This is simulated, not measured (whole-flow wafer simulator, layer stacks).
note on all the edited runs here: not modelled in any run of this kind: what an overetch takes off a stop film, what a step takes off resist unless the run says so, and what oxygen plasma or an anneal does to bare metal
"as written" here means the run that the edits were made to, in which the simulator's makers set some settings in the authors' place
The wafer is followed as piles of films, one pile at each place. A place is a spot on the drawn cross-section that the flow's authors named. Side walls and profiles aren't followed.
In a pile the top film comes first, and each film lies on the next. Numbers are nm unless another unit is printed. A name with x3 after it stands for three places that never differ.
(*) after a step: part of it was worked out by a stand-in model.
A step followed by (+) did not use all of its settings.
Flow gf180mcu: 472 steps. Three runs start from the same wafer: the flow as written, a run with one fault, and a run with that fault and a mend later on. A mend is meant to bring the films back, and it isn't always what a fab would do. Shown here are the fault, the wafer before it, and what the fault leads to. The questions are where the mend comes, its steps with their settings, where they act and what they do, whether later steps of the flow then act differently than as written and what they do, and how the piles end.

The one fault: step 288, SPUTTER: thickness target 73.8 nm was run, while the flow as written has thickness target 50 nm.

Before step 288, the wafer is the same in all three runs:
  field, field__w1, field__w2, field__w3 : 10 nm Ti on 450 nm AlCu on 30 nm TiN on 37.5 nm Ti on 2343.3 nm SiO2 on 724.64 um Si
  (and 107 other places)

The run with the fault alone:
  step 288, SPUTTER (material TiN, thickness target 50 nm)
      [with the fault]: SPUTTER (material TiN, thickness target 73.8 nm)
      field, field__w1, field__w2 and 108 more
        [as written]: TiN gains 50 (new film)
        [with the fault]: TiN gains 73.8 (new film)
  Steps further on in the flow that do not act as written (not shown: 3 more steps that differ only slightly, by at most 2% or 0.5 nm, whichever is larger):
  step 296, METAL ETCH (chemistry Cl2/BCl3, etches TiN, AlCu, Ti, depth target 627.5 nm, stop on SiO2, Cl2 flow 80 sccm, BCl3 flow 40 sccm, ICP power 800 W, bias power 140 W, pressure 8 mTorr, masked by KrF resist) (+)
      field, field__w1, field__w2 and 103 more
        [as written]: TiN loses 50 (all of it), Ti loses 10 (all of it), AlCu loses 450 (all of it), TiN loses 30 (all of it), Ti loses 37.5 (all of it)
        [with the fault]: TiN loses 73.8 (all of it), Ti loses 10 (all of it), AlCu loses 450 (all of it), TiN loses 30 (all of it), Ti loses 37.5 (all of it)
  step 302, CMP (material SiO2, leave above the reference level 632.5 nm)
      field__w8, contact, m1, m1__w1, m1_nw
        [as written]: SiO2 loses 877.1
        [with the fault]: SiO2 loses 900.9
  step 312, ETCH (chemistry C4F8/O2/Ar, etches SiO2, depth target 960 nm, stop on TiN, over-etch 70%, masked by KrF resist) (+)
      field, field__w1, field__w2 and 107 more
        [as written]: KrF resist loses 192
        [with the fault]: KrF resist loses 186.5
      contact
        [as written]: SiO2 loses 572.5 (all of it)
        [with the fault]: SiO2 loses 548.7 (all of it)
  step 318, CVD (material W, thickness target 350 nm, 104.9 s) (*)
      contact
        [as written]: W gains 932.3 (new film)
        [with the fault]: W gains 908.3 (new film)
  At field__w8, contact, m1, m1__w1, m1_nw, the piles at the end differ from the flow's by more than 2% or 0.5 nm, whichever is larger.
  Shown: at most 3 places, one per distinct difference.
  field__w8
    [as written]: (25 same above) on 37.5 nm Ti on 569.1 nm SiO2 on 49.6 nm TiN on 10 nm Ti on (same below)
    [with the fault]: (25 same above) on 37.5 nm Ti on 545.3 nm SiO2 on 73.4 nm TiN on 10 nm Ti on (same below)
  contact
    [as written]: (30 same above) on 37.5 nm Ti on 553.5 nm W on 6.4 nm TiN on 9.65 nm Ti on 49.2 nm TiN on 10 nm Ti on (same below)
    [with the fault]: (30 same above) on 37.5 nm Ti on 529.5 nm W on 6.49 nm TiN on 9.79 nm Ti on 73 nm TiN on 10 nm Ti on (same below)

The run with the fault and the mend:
  After step 288 comes the mend.
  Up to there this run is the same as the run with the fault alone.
  step 288a, METAL ETCH (chemistry Cl2/BCl3, etches TiN, AlCu, Ti, depth target 23.8 nm, Cl2 flow 80 sccm, BCl3 flow 40 sccm, ICP power 800 W, bias power 140 W, pressure 8 mTorr) (a further turn of the flow's step 260, with different settings)
      field, field__w1, field__w2 and 108 more
        TiN loses 23.8
  None of the later steps of the flow acts differently than as written at any place that is followed.
  The piles end the same as the flow's at every place that both follow.
